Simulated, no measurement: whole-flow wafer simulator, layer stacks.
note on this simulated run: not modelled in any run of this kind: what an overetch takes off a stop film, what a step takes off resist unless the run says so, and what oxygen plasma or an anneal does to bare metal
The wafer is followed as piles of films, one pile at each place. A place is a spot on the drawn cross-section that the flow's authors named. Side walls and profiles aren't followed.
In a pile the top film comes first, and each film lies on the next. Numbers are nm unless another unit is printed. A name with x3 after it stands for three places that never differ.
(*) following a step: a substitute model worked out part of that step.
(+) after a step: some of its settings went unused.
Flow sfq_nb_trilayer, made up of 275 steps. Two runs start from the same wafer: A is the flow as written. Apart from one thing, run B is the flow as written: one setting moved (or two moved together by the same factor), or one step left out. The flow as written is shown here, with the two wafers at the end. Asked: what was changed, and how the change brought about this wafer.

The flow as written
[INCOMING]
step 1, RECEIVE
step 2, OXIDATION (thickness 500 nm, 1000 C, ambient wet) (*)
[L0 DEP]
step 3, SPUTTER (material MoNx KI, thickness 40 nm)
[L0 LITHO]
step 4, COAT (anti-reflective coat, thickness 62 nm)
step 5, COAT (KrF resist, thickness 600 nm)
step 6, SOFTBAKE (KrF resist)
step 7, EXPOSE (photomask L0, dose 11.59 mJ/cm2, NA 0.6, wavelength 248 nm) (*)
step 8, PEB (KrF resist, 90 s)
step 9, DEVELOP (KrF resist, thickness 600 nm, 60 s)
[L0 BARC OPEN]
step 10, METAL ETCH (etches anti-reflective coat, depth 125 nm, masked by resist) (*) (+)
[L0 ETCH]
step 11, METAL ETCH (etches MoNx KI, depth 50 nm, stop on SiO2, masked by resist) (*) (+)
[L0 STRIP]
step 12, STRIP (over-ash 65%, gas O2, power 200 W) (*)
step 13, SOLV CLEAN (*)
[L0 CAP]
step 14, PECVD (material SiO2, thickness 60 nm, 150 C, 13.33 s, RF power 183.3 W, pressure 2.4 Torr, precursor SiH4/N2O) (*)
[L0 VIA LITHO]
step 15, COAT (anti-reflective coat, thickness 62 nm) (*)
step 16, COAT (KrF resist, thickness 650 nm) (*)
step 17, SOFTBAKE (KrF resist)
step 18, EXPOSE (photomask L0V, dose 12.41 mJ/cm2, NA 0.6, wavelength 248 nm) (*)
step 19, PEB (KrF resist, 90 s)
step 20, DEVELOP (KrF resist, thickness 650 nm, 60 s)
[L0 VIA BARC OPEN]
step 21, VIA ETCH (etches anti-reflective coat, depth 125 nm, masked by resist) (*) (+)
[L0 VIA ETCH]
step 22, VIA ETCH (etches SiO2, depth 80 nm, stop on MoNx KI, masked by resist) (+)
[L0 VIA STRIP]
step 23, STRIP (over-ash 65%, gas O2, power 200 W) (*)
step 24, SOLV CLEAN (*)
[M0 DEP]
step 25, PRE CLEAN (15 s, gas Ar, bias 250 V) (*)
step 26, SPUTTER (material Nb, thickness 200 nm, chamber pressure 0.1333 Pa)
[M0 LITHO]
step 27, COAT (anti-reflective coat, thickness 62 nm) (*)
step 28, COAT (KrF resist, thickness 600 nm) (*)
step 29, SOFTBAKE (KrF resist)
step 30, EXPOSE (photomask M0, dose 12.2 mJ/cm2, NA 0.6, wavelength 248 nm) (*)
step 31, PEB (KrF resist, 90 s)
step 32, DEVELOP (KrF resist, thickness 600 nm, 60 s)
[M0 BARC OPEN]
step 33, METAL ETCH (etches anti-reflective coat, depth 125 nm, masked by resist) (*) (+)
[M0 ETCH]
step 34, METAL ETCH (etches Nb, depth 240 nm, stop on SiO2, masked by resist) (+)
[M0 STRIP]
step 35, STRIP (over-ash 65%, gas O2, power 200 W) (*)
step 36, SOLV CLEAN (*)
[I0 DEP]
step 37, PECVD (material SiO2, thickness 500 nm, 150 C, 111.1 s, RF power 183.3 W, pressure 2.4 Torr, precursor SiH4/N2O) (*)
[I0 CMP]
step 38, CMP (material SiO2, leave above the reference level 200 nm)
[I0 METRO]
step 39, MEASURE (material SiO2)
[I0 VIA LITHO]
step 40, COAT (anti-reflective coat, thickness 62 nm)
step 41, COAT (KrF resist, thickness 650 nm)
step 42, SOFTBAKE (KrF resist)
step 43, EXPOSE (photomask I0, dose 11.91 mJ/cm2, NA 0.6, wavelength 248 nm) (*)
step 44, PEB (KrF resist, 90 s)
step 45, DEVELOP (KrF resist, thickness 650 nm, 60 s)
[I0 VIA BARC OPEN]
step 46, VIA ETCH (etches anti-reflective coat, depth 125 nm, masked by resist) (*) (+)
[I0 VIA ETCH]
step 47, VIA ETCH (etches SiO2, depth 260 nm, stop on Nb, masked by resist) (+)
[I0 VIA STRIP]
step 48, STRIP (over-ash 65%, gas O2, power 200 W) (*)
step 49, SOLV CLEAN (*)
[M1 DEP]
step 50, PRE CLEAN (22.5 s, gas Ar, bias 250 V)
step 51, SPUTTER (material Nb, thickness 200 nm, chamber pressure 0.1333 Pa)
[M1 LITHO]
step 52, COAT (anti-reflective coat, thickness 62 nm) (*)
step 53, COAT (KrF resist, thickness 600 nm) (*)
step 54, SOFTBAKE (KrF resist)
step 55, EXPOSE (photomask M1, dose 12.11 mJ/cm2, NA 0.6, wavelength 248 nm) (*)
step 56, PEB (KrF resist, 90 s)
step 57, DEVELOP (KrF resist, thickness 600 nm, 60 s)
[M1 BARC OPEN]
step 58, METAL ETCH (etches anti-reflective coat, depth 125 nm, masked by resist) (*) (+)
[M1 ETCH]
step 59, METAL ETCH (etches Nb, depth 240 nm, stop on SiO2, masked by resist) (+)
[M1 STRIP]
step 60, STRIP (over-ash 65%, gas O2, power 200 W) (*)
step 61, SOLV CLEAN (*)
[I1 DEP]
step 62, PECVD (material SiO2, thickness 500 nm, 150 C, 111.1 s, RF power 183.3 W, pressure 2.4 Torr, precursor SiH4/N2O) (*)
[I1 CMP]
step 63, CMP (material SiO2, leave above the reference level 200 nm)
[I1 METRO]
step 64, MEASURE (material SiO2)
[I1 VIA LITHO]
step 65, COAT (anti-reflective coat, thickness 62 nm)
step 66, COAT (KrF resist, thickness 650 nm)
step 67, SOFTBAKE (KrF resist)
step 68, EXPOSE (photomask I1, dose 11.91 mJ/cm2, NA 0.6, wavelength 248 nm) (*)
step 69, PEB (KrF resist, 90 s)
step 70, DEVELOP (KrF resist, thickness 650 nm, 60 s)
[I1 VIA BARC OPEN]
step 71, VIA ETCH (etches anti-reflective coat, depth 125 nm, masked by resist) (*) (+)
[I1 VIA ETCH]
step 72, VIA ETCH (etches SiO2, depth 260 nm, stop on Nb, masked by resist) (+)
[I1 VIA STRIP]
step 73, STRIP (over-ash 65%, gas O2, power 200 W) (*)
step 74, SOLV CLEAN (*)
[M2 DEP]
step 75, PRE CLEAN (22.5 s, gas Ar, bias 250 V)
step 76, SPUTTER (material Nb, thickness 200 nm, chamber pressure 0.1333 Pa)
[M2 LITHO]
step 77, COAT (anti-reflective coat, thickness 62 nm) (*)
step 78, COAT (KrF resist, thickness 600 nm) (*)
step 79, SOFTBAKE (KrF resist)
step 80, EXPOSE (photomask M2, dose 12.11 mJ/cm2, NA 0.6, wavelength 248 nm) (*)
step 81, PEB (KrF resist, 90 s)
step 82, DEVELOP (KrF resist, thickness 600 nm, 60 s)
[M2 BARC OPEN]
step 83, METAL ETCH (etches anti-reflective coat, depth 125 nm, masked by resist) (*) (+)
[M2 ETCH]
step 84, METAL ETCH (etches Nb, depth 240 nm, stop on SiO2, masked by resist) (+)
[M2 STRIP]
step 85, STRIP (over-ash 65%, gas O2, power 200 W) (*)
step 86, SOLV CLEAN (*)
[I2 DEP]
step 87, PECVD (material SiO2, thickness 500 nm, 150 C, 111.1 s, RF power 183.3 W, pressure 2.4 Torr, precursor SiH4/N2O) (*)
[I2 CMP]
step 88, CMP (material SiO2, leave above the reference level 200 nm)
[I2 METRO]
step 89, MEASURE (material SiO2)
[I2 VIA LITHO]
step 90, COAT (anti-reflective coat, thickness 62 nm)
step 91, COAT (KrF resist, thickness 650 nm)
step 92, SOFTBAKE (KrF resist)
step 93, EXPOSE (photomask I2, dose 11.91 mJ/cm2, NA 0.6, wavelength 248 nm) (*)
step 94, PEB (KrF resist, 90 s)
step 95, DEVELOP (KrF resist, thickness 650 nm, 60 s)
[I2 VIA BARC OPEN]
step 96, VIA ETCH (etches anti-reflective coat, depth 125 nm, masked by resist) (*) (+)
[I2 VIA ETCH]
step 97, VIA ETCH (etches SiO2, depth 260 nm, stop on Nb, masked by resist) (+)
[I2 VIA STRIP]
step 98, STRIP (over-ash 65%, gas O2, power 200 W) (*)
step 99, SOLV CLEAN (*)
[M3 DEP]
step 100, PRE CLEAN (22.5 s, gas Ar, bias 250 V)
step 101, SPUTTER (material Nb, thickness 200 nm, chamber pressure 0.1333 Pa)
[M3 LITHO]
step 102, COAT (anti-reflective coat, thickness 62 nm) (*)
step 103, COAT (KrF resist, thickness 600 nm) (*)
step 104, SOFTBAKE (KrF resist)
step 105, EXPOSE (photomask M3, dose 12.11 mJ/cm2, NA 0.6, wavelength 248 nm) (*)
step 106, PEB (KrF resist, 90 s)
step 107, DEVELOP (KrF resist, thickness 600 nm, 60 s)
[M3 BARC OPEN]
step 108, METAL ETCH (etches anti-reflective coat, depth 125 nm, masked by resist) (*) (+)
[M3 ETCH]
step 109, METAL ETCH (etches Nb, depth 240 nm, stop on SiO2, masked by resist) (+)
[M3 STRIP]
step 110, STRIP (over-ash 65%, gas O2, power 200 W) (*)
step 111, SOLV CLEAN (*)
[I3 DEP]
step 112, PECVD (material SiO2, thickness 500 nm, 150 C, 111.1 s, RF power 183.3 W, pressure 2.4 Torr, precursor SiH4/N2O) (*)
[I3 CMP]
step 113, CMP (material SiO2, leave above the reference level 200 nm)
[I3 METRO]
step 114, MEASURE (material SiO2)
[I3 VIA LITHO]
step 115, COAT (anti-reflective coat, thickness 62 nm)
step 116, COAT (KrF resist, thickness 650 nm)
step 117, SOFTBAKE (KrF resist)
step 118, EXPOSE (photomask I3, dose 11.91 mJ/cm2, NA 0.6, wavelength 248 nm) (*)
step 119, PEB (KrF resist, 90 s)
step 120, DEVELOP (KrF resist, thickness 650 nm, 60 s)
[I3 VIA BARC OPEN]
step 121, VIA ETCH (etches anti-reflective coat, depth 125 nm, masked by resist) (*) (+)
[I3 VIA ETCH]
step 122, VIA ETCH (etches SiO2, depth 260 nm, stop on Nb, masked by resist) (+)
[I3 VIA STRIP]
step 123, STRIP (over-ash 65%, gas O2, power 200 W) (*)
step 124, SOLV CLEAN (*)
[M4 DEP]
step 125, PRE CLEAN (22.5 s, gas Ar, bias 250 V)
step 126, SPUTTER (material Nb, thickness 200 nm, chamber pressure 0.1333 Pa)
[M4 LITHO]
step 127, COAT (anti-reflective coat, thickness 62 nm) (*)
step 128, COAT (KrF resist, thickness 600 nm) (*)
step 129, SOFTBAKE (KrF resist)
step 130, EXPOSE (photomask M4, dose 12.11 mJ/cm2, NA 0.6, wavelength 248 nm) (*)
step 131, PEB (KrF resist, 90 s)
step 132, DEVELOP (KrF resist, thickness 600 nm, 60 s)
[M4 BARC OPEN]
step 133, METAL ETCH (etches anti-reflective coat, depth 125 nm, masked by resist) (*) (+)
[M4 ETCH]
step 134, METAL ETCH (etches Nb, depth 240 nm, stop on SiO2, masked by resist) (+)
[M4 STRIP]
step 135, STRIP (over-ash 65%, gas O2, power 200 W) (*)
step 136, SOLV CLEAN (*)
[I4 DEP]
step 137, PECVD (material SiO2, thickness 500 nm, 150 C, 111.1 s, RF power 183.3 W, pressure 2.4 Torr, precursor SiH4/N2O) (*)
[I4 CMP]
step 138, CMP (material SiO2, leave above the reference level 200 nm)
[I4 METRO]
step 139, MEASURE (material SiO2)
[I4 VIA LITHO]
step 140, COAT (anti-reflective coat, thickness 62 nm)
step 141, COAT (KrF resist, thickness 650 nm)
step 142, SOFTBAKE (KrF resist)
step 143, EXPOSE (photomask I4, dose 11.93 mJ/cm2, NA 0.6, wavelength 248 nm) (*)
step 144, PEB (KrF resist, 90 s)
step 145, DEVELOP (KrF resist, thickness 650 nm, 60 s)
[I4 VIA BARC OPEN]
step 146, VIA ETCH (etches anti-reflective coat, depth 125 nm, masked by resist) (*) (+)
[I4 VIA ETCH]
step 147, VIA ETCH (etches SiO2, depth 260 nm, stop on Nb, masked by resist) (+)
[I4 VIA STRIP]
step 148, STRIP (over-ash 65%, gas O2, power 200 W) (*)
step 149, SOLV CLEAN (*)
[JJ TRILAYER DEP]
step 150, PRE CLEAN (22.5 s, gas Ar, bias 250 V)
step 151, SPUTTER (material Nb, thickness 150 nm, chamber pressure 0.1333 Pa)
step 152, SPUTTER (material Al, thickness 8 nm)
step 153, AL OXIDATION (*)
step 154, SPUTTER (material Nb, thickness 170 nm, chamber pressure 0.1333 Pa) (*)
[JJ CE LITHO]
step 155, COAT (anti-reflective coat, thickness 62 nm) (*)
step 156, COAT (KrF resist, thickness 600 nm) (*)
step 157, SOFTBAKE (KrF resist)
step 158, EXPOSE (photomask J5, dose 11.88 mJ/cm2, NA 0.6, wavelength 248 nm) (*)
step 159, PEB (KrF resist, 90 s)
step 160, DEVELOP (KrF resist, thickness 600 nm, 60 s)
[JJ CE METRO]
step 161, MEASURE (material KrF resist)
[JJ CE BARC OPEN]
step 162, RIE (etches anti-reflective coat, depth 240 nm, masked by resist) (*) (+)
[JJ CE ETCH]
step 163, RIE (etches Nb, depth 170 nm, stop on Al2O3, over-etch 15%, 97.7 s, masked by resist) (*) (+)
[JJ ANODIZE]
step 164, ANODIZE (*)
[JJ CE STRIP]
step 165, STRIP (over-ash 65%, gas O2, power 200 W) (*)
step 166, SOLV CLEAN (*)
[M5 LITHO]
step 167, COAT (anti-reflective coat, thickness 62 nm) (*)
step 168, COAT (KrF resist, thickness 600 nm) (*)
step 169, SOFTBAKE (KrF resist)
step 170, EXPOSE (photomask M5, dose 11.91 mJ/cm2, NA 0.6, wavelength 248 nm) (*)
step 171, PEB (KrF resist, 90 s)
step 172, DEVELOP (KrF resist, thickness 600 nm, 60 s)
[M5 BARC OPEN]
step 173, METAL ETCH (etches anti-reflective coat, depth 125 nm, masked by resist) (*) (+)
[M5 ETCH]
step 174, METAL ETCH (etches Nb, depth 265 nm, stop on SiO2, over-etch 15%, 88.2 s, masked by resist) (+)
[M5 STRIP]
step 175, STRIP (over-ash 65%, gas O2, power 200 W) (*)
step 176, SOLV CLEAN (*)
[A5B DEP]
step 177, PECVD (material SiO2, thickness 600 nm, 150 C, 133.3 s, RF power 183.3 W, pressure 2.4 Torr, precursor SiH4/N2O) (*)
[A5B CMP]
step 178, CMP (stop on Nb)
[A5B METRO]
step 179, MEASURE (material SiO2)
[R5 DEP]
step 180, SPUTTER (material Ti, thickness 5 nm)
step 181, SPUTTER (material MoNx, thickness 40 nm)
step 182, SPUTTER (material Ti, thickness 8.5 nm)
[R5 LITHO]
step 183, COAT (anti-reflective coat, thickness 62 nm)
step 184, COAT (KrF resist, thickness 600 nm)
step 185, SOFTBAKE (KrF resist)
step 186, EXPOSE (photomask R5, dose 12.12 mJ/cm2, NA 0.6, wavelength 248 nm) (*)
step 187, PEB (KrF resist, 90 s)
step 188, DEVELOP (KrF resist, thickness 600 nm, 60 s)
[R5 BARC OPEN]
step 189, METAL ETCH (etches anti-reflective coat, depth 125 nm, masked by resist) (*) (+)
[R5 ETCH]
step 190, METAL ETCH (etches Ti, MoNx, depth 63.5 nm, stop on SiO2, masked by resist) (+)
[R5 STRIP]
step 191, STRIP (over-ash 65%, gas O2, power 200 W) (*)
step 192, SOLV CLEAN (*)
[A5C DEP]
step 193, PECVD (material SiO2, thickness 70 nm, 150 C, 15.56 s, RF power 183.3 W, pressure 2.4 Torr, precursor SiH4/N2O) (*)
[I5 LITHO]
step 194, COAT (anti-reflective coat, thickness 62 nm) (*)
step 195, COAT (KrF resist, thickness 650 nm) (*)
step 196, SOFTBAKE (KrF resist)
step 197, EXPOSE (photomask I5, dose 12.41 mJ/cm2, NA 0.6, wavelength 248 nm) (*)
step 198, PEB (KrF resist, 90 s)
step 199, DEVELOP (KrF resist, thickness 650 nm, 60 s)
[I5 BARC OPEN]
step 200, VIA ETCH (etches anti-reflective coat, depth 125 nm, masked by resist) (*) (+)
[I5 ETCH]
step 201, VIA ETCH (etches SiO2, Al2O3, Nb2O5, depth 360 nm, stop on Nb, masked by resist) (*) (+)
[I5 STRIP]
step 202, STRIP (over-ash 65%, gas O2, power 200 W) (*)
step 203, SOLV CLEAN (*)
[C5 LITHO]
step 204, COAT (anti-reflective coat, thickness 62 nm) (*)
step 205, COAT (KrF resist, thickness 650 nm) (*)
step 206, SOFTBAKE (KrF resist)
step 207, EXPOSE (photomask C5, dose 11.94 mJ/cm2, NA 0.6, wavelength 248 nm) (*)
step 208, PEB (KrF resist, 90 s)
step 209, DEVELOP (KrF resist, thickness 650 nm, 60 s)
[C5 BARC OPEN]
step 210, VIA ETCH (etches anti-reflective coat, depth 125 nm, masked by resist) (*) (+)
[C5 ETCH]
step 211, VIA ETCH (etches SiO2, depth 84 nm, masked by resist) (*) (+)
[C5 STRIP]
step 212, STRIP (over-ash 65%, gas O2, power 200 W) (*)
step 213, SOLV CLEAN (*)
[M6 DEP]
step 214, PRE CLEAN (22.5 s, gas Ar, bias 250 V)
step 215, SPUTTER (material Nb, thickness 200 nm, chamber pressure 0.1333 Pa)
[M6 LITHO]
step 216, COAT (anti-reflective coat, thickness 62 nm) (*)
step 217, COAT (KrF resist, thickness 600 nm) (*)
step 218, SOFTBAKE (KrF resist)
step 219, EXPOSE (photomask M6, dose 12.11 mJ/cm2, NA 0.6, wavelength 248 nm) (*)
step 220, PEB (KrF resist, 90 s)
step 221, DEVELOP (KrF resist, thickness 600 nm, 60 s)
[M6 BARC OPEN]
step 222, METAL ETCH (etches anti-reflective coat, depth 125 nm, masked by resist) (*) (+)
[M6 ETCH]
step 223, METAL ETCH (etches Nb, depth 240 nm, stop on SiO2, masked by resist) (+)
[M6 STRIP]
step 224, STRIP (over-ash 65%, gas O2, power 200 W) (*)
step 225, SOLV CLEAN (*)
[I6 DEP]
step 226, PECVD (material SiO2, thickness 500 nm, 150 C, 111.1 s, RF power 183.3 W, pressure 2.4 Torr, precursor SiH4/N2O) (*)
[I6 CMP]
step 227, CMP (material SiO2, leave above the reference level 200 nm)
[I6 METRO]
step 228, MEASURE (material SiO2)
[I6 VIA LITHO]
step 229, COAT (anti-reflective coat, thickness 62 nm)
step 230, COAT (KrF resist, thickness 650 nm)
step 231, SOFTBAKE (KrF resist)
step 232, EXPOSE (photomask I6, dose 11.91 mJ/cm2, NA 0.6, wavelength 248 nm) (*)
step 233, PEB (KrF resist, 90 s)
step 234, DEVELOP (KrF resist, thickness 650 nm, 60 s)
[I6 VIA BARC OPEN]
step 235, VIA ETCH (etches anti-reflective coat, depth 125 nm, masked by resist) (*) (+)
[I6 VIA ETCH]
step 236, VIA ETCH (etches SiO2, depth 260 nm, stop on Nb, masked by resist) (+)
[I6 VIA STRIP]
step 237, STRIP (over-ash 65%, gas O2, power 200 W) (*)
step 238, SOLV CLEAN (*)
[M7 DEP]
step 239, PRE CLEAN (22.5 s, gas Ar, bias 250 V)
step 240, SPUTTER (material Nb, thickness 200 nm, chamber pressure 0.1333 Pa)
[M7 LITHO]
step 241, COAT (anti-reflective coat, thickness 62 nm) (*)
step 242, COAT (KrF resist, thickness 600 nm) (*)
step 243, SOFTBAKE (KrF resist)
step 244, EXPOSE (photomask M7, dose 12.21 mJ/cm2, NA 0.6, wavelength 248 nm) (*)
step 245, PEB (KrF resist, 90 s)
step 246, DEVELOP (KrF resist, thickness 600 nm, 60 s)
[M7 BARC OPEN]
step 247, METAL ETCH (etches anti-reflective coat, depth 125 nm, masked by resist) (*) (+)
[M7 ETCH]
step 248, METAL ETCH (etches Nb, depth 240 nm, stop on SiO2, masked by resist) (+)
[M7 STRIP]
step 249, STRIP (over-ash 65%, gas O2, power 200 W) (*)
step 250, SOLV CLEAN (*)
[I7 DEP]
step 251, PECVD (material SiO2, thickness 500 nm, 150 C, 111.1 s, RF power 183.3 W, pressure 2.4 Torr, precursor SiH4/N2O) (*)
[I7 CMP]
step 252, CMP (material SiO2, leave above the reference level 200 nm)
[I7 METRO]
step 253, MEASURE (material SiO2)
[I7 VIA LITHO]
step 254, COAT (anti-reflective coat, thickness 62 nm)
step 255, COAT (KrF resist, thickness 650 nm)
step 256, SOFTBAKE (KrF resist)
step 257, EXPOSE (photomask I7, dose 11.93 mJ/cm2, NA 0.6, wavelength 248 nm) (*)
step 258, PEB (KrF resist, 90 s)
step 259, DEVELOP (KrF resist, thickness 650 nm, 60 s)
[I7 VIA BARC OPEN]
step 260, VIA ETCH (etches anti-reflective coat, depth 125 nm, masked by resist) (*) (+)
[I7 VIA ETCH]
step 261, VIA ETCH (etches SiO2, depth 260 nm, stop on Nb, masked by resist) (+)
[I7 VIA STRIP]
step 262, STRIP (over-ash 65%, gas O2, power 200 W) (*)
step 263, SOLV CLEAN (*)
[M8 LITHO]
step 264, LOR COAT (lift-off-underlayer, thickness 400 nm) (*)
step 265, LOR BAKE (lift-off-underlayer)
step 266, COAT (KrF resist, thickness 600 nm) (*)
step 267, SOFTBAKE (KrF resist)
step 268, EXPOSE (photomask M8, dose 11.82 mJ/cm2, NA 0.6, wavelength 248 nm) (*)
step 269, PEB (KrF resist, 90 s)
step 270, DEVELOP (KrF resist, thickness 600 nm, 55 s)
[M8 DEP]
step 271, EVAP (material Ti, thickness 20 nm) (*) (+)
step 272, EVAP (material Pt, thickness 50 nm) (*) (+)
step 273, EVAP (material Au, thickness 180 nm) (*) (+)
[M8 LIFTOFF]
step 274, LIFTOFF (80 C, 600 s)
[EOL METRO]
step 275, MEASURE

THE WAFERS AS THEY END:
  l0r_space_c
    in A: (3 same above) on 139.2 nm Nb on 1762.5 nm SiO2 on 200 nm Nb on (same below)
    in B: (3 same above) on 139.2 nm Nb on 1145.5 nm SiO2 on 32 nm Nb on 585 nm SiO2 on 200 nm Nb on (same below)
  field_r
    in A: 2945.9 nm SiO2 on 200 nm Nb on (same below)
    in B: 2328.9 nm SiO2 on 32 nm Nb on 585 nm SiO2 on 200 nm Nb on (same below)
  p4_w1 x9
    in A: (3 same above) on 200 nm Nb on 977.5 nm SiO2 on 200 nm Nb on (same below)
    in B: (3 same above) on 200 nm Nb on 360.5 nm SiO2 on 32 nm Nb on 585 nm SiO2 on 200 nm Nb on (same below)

What caused this: step 84, METAL ETCH: depth 168 nm was run, whereas the flow has depth 240 nm.

Step by step, how the change led to this:
  step 84, METAL ETCH (etches Nb, depth 240 nm, stop on SiO2, masked by resist) (+)
      field_l, be, be_sur and 81 more: A Nb loses 200 (all of it) | B Nb loses 168
      v_sur, via_wl, via_w and 19 more: A KrF resist loses 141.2 | B KrF resist loses 98.8
  step 85, STRIP (over-ash 65%, gas O2, power 200 W) (*)
      wl_j_sl, wl_jj, wl_j_sr and 12 more: A KrF resist loses 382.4 (all of it), anti-reflective coat loses 62 (all of it) | B KrF resist loses 424.7 (all of it), anti-reflective coat loses 62 (all of it)
      v_sur: A KrF resist loses 380 (all of it), anti-reflective coat loses 61.4 (all of it) | B KrF resist loses 422.4 (all of it), anti-reflective coat loses 61.4 (all of it)
      (also at 6 further places)
  step 87, PECVD (material SiO2, thickness 500 nm, 150 C, 111.1 s, RF power 183.3 W, pressure 2.4 Torr, precursor SiH4/N2O) (*)
      field_l, be, be_sur and 81 more: A SiO2 gains 500 | B SiO2 gains 500 (new film)
  step 88, CMP (material SiO2, leave above the reference level 200 nm)
      field_l, be, be_sur and 81 more: A SiO2 loses 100 | B SiO2 loses 132
Taking metal films that touch as one body, l0r_space_c has 3 bodies (between them, from the top down: SiO2 1145.5; SiO2 585); the flow as written gives 2 bodies (between them, from the top down: SiO2 1762.5).
Taking metal films that touch as one body, field_r has 2 bodies (between them, from the top down: SiO2 585); the flow as written gives 1 body.
Taking metal films that touch as one body, p4_w1 x9 has 4 bodies (between them, from the top down: SiO2 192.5; SiO2 360.5; SiO2 585); the flow as written gives 3 bodies (between them, from the top down: SiO2 192.5; SiO2 977.5).
